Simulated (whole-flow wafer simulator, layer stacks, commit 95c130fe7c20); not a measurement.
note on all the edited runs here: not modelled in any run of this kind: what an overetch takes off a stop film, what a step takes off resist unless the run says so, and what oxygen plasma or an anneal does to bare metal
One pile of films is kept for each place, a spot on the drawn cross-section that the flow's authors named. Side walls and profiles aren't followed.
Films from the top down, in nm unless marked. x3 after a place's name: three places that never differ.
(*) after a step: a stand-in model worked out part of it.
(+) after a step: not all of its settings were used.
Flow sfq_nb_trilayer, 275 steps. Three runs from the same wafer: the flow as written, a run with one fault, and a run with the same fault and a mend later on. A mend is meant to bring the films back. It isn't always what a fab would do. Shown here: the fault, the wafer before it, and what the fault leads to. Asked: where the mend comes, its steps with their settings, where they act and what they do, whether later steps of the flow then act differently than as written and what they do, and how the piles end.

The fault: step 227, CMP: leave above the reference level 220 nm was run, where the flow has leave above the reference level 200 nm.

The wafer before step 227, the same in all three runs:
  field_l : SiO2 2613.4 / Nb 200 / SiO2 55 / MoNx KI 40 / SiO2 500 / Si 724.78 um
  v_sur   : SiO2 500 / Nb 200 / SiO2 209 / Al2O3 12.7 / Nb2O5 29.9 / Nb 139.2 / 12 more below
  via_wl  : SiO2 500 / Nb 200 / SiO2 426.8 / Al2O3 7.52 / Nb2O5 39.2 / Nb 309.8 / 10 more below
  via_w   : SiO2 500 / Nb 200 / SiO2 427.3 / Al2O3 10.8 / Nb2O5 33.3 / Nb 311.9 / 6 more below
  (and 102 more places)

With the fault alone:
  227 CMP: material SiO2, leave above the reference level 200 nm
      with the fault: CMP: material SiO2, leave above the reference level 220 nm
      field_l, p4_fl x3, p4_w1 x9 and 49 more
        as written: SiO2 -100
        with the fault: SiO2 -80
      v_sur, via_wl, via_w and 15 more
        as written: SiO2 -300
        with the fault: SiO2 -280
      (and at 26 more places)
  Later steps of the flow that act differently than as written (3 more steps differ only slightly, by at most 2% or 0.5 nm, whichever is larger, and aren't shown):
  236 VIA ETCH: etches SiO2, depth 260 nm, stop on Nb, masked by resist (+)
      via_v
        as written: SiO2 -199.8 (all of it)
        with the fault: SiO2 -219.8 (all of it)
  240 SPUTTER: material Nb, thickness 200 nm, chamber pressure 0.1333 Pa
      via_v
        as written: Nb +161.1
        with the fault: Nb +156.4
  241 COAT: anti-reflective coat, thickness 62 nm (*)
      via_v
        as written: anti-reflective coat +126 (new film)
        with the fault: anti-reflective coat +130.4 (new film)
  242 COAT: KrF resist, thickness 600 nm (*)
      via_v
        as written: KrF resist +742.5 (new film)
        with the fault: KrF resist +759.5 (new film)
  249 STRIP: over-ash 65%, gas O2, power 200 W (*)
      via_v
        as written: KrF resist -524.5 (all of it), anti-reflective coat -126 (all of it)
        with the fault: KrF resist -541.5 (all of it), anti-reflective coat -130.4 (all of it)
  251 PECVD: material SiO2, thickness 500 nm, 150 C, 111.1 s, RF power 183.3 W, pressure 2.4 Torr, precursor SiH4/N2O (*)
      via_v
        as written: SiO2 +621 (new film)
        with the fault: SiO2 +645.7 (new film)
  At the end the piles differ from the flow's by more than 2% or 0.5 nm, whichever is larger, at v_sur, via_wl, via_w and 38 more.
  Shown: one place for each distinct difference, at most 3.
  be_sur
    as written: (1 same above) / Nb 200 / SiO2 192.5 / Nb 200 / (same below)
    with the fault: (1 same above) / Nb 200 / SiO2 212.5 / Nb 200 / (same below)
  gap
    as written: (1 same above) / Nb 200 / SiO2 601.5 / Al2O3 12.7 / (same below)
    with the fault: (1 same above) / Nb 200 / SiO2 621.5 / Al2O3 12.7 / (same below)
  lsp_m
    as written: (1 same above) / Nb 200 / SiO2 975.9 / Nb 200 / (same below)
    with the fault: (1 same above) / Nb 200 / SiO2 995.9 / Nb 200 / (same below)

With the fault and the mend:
  The mend comes after step 234.
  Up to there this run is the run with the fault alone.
  234a STRIP: over-ash 65%, gas O2, power 200 W (*)
      field_l, v_sur, via_wl and 102 more
        KrF resist -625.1 (all of it), anti-reflective coat -62 (all of it)
      via_v
        anti-reflective coat -62 (all of it)
  234b CMP: material SiO2, leave above the reference level 200 nm (the flow's step 227 once more)
      field_l, v_sur, via_wl and 103 more
        SiO2 -20
  234c COAT: anti-reflective coat, thickness 62 nm (the flow's step 229 once more)
      field_l, v_sur, via_wl and 103 more
        anti-reflective coat +62 (new film)
  234d COAT: KrF resist, thickness 650 nm (the flow's step 230 once more)
      field_l, v_sur, via_wl and 103 more
        KrF resist +650 (new film)
  234e SOFTBAKE: KrF resist (the flow's step 231 once more)
      changes no film at any place that is followed
  234f EXPOSE: photomask I6, dose 11.91 mJ/cm2, NA 0.6, wavelength 248 nm (*) (the flow's step 232 once more)
      changes no film at any place that is followed
  234g PEB: KrF resist, 90 s (the flow's step 233 once more)
      field_l, v_sur, via_wl and 103 more
        KrF resist -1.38
  234h DEVELOP: KrF resist, thickness 650 nm, 60 s (the flow's step 234 once more)
      field_l, v_sur, via_wl and 102 more
        KrF resist -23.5
      via_v
        KrF resist -648.6 (all of it)
  No later step of the flow acts differently than as written at any place that is followed.
  At the end the piles are the same as the flow's at every place that both follow.
